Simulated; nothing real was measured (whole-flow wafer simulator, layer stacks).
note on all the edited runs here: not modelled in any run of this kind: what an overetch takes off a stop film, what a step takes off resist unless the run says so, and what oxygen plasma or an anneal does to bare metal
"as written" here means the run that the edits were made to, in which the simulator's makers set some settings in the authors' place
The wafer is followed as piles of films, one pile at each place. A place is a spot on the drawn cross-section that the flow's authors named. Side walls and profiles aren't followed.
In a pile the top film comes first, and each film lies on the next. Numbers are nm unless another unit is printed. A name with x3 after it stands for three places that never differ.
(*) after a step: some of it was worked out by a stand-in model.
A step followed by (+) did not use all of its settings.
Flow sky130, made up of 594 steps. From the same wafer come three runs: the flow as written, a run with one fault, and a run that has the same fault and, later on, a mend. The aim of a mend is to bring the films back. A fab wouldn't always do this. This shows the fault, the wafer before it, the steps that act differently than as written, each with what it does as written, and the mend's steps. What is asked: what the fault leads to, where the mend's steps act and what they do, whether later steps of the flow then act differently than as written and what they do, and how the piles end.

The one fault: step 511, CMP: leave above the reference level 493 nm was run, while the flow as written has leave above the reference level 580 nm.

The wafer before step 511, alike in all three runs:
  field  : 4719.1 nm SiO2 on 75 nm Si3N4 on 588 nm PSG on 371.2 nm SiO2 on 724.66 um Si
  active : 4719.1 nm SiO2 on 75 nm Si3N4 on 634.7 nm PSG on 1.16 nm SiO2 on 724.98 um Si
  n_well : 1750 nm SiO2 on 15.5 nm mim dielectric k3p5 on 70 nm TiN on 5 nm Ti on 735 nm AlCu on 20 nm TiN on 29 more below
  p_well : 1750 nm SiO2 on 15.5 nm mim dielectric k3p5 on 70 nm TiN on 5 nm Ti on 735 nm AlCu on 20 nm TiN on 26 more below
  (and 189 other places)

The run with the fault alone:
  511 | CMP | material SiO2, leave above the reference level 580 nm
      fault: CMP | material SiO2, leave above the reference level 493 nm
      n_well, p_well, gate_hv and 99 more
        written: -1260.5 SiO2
        fault: -1347.5 SiO2
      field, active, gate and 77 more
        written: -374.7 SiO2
        fault: -461.7 SiO2
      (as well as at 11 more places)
  Steps later in the flow that act otherwise than as written:
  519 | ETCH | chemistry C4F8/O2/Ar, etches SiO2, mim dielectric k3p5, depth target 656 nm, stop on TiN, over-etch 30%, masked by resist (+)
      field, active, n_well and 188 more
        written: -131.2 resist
        fault: -108.8 resist
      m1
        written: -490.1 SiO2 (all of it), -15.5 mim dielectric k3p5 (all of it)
        fault: -403.1 SiO2 (all of it), -15.5 mim dielectric k3p5 (all of it)
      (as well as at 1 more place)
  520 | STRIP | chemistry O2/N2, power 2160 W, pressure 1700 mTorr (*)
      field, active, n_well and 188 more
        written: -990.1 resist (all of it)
        fault: -1012.4 resist (all of it)
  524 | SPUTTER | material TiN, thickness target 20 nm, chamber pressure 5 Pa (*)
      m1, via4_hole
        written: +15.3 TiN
        fault: +15.9 TiN
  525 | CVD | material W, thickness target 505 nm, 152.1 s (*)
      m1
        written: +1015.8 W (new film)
        fault: +928.2 W (new film)
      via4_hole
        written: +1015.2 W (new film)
        fault: +927.6 W (new film)
  By the end, the piles at n_well, p_well, gate_hv and 122 more depart from the flow's by more than 2% or 0.5 nm, whichever is larger.
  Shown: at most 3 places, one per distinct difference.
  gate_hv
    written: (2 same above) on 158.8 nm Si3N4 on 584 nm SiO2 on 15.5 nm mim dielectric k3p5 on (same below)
    fault: (2 same above) on 158.8 nm Si3N4 on 497 nm SiO2 on 15.5 nm mim dielectric k3p5 on (same below)
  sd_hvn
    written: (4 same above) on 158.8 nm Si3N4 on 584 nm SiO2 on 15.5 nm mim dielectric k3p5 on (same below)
    fault: (4 same above) on 158.8 nm Si3N4 on 497 nm SiO2 on 15.5 nm mim dielectric k3p5 on (same below)
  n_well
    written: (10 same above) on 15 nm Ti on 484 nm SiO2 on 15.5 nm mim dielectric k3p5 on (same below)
    fault: (10 same above) on 15 nm Ti on 397 nm SiO2 on 15.5 nm mim dielectric k3p5 on (same below)

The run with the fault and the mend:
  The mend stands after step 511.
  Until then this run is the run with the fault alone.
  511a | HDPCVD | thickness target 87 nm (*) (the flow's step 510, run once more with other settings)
      field, active, n_well and 190 more
        +87 SiO2
  Every later step of the flow that is run acts as written at every place that is followed.
  By the end, the piles equal the flow's at every place that both follow.
